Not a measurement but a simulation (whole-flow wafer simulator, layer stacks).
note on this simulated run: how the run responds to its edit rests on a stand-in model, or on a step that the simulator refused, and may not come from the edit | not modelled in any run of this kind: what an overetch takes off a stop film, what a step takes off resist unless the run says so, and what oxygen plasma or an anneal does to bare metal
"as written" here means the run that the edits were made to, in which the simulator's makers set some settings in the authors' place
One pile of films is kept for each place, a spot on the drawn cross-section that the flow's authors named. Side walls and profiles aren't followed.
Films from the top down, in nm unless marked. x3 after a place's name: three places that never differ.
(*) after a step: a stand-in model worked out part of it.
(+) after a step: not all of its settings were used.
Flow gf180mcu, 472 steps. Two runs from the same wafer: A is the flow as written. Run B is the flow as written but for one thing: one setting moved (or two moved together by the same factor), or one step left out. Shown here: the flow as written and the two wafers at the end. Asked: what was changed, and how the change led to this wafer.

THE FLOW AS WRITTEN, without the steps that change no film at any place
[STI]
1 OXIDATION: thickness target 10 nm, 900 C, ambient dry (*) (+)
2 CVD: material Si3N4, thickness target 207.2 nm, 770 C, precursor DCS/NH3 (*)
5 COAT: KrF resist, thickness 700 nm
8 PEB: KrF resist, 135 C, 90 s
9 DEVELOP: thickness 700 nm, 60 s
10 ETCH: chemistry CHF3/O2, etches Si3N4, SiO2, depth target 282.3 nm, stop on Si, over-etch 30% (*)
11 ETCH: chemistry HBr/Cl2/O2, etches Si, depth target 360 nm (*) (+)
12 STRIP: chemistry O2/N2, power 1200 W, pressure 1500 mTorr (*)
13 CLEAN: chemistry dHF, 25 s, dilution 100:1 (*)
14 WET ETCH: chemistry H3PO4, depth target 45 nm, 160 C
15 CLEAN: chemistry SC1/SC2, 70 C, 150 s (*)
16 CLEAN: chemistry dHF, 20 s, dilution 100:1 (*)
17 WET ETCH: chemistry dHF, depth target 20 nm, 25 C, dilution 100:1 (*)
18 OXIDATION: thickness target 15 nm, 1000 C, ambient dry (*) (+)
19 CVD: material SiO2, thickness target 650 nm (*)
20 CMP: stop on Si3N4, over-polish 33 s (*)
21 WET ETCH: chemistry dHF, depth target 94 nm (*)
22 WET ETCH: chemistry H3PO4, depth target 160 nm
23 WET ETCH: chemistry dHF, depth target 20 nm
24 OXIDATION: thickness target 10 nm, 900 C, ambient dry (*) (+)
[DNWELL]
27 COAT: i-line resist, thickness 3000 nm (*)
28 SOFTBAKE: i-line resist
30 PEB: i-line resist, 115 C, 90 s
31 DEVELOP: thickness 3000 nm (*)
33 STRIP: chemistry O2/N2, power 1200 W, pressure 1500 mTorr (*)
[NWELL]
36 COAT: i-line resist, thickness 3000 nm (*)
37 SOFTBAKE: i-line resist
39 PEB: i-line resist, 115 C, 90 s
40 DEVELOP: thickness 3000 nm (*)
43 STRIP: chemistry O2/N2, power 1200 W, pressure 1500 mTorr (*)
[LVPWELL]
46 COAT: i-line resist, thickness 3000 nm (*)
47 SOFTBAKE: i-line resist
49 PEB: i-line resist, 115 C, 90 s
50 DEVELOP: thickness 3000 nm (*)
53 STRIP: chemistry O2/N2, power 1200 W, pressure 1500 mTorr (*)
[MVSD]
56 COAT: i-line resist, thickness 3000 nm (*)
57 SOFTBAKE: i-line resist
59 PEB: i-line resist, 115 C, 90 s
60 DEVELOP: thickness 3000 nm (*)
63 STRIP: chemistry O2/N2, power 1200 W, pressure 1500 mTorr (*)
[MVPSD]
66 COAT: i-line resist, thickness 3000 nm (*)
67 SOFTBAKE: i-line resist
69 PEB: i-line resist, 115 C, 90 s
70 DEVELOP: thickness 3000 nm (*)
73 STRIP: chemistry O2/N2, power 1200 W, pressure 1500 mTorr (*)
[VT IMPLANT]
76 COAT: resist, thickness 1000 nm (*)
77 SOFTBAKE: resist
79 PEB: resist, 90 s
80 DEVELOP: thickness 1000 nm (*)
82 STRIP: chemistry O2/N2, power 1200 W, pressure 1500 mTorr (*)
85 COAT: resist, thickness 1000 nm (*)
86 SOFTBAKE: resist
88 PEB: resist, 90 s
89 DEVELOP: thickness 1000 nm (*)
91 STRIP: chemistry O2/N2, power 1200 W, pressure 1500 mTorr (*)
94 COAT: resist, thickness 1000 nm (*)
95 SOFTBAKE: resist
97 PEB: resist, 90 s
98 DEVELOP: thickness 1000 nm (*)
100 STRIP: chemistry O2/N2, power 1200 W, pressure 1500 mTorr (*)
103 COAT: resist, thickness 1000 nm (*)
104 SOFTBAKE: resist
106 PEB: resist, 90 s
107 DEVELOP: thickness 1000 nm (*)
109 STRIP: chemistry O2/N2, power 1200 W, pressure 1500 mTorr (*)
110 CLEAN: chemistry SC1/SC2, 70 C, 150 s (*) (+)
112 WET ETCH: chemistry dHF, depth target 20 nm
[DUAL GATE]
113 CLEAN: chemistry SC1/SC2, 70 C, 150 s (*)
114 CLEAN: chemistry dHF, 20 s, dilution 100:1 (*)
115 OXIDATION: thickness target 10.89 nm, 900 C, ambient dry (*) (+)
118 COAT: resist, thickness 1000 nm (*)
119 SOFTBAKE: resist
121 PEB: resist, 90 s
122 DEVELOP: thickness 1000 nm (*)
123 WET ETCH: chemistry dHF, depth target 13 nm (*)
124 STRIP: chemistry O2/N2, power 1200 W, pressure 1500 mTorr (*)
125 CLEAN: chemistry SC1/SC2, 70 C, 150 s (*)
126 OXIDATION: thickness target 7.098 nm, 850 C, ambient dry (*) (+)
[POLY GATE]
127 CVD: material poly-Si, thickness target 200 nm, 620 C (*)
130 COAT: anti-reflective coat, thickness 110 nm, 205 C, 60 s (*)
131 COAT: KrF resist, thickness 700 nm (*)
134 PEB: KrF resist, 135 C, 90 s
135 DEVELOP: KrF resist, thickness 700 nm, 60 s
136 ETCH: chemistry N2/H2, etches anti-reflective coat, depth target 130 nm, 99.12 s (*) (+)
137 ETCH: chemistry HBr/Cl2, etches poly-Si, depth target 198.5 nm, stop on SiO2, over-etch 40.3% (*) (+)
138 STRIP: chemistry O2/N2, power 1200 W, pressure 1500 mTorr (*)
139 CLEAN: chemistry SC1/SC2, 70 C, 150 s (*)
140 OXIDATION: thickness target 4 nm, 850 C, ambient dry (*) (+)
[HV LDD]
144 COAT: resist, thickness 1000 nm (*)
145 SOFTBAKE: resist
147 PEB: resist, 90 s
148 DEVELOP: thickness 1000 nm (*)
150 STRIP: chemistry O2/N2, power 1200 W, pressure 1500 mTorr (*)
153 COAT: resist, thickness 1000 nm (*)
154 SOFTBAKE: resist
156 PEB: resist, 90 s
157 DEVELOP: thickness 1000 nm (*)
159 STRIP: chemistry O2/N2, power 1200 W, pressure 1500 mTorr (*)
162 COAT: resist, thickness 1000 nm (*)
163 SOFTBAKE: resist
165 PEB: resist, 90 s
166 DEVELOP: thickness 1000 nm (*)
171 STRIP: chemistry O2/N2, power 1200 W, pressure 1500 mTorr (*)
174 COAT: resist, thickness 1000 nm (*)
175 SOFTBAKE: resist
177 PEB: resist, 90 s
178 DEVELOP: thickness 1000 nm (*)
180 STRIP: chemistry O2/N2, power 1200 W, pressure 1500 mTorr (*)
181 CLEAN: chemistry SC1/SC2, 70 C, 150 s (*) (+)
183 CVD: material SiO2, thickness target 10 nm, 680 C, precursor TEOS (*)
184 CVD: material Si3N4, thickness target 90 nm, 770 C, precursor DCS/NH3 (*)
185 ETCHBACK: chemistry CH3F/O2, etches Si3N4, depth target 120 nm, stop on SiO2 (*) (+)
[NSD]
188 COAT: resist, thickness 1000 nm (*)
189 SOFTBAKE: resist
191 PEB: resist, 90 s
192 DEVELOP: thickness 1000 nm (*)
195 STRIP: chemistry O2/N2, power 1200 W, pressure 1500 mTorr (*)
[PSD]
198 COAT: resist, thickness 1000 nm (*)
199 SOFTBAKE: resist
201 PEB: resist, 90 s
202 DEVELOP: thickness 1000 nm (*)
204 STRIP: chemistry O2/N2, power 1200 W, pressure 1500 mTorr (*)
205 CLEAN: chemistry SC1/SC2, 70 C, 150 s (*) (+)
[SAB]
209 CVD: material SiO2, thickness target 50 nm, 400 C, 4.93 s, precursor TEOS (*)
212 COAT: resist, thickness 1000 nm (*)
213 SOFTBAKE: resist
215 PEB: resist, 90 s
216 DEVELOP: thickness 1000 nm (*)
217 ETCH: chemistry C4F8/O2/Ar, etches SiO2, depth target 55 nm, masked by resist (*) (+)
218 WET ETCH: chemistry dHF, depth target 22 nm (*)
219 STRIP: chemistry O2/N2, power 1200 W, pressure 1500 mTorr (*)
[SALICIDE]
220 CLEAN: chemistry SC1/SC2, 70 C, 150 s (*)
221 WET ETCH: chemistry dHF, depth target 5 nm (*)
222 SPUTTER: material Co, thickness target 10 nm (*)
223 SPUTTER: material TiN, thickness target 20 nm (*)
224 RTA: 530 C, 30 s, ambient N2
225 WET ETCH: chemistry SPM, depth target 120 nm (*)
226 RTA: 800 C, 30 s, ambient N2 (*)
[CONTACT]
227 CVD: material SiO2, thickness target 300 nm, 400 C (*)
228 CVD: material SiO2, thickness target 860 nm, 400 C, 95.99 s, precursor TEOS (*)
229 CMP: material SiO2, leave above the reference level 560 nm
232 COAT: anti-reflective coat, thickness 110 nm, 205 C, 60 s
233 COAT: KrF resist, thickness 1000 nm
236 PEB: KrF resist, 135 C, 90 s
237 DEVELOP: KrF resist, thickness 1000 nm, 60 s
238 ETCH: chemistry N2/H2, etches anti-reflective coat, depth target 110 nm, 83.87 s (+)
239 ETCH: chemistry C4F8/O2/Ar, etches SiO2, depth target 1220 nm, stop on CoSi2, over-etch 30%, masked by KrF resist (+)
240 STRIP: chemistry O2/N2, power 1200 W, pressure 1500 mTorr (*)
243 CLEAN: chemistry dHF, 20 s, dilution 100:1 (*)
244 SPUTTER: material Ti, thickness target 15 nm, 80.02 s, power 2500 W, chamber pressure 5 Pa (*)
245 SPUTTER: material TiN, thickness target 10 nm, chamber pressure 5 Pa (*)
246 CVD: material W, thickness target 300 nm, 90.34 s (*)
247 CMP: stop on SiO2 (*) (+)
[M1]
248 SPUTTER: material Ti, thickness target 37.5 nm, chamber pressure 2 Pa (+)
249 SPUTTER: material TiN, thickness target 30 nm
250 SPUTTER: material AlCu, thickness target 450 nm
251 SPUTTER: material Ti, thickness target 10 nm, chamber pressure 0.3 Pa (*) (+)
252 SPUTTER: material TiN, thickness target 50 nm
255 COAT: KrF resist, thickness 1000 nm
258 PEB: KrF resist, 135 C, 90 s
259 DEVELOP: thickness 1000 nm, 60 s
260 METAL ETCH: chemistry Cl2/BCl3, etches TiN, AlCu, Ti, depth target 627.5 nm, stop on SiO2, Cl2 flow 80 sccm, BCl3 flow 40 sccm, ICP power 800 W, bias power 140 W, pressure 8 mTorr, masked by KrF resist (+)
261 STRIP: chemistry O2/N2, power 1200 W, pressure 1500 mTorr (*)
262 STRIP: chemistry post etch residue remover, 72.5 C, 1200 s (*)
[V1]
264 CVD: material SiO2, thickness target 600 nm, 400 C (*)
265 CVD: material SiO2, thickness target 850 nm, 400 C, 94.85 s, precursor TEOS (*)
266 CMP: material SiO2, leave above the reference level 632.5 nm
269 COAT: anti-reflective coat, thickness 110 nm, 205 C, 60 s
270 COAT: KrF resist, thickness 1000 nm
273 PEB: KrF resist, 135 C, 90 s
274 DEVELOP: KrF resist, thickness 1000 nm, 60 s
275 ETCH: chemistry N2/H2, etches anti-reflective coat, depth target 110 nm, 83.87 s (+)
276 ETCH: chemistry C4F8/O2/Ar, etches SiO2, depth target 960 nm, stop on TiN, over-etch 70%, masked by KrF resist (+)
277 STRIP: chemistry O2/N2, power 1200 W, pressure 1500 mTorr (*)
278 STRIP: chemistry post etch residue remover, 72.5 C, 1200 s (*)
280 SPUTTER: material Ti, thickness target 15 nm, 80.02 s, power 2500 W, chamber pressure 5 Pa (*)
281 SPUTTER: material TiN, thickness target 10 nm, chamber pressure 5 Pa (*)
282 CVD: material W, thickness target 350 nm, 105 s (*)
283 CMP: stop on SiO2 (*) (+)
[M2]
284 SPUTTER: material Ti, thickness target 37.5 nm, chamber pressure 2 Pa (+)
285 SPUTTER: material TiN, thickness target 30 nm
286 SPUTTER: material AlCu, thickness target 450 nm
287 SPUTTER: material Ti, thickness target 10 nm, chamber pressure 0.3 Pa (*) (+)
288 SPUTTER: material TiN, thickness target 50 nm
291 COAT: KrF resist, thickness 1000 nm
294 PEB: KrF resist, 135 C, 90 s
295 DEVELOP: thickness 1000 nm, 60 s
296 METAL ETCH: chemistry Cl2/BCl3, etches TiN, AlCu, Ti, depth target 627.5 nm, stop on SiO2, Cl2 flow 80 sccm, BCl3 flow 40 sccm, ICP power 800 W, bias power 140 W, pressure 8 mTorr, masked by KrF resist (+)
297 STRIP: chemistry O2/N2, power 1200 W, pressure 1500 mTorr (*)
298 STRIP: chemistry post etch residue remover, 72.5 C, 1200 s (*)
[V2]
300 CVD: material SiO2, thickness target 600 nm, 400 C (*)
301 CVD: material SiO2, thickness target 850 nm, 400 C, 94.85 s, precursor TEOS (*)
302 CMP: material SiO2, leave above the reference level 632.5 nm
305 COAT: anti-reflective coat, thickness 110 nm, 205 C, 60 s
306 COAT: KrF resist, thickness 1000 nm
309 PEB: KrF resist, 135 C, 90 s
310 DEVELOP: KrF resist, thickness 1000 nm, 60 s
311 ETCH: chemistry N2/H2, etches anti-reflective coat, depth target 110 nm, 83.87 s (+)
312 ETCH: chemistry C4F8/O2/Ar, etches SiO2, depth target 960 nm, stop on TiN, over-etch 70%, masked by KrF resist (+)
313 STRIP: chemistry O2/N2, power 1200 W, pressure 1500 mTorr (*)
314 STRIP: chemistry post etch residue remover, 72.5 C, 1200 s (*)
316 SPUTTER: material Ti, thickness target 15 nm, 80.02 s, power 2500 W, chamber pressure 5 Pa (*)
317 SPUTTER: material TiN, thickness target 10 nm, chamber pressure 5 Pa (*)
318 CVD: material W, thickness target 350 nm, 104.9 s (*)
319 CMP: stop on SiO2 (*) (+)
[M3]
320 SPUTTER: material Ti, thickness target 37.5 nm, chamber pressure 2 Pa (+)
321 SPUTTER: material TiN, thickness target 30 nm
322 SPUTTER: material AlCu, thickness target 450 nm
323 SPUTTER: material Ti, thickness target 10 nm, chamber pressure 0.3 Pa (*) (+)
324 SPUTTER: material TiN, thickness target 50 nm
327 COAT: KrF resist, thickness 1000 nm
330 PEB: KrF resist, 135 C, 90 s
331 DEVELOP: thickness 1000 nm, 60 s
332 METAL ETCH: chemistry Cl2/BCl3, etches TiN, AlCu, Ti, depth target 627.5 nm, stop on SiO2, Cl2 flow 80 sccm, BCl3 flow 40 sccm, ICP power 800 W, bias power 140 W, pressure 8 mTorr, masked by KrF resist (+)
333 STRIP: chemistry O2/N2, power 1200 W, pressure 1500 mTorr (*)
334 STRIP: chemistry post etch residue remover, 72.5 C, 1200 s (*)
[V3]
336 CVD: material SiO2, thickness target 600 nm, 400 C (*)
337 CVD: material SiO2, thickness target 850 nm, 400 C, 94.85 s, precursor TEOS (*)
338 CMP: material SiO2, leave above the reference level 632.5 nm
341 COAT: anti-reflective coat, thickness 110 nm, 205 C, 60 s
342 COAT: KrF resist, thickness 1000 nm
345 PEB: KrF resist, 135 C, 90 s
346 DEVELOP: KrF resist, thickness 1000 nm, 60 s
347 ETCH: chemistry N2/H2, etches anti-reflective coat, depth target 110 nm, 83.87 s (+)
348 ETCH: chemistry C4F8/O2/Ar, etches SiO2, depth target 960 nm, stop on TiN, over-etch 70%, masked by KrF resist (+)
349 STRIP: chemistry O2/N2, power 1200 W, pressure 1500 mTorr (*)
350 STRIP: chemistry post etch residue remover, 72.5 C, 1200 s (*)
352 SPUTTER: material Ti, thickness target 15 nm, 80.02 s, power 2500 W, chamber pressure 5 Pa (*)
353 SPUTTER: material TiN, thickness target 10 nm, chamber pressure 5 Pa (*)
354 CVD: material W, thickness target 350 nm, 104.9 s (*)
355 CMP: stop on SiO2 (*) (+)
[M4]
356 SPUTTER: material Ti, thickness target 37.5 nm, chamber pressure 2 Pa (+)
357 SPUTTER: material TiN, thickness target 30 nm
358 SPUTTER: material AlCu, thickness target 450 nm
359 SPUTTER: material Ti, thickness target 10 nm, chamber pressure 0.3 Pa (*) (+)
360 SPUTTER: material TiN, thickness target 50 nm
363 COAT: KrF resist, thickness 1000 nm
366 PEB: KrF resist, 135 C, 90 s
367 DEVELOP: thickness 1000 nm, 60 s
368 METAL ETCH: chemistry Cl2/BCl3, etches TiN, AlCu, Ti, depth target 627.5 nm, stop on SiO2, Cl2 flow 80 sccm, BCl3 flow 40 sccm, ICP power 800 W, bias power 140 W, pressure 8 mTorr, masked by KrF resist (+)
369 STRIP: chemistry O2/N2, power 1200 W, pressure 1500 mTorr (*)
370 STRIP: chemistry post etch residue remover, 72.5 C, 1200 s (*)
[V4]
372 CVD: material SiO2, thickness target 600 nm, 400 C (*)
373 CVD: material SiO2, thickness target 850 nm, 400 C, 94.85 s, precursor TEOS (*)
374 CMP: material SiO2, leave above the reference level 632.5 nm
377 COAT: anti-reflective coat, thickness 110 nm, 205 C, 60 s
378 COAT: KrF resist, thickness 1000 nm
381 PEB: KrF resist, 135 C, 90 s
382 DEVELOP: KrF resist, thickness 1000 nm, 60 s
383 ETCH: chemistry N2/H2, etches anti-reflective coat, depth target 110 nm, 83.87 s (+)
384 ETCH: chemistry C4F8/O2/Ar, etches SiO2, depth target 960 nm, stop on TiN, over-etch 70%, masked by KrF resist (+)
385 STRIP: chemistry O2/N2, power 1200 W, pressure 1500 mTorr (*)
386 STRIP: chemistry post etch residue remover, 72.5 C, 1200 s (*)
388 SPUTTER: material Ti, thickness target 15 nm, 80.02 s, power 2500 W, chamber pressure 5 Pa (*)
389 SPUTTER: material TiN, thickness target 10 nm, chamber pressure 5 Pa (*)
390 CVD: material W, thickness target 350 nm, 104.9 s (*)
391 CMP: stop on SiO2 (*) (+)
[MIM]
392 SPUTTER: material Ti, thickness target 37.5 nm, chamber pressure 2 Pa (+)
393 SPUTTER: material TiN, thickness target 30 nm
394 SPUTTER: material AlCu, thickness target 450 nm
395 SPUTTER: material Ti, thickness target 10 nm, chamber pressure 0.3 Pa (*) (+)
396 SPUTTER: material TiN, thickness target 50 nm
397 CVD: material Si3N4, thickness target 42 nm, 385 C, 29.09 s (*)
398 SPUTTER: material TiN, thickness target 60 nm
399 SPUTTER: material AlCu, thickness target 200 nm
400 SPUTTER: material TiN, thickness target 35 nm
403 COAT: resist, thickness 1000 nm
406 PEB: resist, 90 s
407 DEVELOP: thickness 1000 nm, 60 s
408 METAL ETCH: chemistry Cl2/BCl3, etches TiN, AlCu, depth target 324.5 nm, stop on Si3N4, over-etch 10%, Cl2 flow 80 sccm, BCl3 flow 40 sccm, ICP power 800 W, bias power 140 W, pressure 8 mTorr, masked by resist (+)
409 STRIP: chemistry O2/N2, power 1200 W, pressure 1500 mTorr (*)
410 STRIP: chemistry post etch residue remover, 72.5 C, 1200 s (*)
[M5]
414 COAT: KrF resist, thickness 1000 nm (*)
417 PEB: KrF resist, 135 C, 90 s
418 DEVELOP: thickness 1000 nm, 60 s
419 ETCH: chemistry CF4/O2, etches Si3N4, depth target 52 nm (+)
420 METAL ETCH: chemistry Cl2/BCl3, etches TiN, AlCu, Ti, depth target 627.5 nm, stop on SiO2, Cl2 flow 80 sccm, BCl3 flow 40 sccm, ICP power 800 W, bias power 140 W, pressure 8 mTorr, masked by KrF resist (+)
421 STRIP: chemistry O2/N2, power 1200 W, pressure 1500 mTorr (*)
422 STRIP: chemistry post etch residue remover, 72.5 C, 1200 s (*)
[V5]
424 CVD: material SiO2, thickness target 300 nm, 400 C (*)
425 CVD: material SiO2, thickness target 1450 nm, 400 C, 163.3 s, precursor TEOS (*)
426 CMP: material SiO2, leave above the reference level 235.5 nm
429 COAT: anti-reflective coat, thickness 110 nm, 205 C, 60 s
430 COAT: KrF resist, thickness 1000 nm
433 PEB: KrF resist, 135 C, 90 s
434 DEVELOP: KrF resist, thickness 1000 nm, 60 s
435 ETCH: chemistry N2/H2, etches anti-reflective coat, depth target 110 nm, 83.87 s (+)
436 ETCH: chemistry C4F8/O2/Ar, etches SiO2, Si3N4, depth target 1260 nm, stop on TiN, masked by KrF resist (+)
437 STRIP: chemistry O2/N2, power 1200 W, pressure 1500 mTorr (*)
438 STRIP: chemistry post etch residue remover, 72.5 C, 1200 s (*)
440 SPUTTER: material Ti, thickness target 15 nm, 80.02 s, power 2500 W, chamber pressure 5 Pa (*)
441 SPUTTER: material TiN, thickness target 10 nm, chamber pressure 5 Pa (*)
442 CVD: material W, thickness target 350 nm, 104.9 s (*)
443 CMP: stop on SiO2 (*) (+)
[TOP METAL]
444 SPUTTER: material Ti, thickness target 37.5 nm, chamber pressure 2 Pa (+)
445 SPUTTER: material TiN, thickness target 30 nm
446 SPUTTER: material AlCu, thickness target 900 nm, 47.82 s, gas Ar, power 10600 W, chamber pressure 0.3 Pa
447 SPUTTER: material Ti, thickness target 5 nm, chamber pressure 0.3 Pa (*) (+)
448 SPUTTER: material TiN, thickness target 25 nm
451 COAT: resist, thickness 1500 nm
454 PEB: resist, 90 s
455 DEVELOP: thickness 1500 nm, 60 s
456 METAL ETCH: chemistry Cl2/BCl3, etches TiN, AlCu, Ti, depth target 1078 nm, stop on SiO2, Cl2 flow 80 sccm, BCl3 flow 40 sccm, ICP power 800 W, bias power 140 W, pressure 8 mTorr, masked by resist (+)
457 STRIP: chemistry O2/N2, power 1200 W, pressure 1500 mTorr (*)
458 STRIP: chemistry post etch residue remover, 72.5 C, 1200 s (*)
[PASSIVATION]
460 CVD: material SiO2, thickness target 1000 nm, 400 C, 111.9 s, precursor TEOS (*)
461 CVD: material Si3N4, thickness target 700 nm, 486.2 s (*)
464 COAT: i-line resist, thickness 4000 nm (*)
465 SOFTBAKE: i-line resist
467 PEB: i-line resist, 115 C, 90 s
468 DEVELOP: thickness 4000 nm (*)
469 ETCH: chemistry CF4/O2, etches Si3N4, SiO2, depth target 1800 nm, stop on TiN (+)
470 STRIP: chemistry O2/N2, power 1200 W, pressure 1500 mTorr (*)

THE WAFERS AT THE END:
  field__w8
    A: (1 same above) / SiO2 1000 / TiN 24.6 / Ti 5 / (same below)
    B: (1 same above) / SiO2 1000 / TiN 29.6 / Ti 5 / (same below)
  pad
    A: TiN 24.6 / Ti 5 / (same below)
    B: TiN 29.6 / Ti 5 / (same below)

The cause: step 448, SPUTTER: thickness target 30 nm was run, where the flow has thickness target 25 nm.

How the change led to this, step by step:
  448 SPUTTER: material TiN, thickness target 25 nm
      field, field__w1, field__w2 and 109 more: A TiN +25 (new film) | B TiN +30 (new film)
  456 METAL ETCH: chemistry Cl2/BCl3, etches TiN, AlCu, Ti, depth target 1078 nm, stop on SiO2, Cl2 flow 80 sccm, BCl3 flow 40 sccm, ICP power 800 W, bias power 140 W, pressure 8 mTorr, masked by resist (+)
      field, field__w1, field__w2 and 103 more: A TiN -25 (all of it), Ti -5 (all of it), AlCu -900 (all of it), TiN -30 (all of it), Ti -37.5 (all of it) | B TiN -30 (all of it), Ti -5 (all of it), AlCu -900 (all of it), TiN -30 (all of it), Ti -37.5 (all of it)
  465 SOFTBAKE: i-line resist
      field__w5, field__w9: A i-line resist +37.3 | B i-line resist +30.4
      field__w11, field__w13: A i-line resist +37.9 | B i-line resist +31.4
      (and at 56 more places)
